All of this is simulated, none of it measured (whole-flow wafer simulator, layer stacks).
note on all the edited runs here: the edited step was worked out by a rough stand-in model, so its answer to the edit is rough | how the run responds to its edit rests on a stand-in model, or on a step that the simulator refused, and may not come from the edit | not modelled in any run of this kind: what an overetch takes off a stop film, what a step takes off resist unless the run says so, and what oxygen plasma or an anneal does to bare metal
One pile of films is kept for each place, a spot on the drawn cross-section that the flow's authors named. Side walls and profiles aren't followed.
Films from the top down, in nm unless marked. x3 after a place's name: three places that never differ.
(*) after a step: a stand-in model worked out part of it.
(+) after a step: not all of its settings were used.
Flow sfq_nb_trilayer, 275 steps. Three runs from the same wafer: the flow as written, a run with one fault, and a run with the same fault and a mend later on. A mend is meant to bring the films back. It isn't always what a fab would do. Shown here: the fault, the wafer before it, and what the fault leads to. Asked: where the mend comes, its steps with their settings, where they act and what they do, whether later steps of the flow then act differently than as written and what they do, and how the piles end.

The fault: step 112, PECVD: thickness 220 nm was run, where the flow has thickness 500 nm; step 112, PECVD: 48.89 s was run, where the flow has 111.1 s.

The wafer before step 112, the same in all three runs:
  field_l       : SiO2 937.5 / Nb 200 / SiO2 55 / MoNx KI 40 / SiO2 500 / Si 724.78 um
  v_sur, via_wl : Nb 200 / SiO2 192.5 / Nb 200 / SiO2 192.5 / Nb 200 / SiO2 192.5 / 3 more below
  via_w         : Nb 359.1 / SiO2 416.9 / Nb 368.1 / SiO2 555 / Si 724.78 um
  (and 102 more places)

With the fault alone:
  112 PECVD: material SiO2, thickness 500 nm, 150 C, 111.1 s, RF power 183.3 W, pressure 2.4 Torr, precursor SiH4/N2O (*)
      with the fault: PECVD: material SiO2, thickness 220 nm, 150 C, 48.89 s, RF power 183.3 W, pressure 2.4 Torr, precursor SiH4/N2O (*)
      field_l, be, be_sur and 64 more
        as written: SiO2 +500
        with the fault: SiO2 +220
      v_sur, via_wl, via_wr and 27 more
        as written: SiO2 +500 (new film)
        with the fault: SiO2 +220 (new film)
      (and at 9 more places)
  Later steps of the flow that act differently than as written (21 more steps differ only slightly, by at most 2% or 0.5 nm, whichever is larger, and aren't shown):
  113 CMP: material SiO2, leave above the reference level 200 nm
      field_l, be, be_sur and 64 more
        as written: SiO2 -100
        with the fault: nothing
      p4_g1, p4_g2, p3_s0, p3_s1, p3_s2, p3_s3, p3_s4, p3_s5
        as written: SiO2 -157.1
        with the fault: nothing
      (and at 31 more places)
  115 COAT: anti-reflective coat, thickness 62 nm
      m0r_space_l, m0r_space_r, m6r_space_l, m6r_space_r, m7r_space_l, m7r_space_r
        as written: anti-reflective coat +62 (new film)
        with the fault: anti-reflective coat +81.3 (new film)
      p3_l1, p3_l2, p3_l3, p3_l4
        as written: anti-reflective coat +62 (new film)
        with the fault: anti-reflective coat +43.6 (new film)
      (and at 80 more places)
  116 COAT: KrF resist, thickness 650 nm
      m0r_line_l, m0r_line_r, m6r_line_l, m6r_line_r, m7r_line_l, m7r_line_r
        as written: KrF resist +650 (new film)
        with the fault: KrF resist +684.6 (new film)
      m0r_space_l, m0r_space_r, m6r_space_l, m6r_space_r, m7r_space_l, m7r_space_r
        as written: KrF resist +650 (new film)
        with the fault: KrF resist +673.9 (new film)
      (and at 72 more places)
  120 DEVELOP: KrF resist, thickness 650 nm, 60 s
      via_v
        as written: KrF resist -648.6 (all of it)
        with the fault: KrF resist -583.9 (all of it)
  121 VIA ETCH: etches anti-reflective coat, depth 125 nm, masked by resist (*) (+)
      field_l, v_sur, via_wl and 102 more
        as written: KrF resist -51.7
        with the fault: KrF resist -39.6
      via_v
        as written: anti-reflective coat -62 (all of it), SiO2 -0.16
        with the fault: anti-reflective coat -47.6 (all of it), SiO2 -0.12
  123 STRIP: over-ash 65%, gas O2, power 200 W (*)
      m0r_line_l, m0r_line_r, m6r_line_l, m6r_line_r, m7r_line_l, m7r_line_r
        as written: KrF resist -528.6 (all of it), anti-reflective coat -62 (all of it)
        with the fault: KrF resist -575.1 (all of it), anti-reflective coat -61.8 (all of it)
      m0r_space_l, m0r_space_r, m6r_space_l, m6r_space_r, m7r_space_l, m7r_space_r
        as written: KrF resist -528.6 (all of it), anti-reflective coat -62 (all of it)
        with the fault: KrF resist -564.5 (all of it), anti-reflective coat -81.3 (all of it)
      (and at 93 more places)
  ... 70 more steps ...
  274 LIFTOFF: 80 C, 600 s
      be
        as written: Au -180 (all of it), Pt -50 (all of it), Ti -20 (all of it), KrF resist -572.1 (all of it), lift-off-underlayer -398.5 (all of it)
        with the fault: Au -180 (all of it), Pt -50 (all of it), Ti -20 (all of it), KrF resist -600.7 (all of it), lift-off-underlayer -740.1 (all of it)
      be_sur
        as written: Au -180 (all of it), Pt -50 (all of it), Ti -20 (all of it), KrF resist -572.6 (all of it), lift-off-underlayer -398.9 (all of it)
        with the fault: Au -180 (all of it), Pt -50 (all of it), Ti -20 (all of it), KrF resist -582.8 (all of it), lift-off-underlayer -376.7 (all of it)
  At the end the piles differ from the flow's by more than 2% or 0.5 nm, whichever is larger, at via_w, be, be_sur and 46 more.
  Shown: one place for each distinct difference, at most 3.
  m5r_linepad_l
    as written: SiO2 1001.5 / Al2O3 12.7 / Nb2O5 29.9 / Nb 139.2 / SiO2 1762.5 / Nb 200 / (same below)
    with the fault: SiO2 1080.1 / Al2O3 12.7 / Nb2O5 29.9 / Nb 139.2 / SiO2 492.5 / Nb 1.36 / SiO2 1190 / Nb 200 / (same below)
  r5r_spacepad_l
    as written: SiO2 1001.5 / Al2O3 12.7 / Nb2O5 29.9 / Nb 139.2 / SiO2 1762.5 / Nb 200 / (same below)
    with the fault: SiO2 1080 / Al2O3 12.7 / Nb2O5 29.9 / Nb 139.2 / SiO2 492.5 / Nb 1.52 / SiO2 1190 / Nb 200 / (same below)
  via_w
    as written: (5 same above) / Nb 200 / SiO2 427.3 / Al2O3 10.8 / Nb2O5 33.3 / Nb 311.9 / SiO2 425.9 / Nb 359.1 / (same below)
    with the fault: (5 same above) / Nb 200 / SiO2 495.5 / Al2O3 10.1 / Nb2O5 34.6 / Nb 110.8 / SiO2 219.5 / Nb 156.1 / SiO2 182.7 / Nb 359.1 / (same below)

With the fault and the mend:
  The mend comes after step 112.
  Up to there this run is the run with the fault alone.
  112a PECVD: material SiO2, thickness 280 nm, 150 C, 62.22 s, RF power 183.3 W, pressure 2.4 Torr, precursor SiH4/N2O (*) (the flow's step 112 once more, with other settings)
      field_l, v_sur, via_wl and 103 more
        SiO2 +280
  Later steps of the flow that act differently than as written:
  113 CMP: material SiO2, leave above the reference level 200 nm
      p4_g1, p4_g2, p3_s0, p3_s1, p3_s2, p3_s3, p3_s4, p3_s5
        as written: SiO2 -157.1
        with the mend: SiO2 -100
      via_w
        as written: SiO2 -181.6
        with the mend: SiO2 -36.8
  At the end the piles are the same as the flow's at every place that both follow.
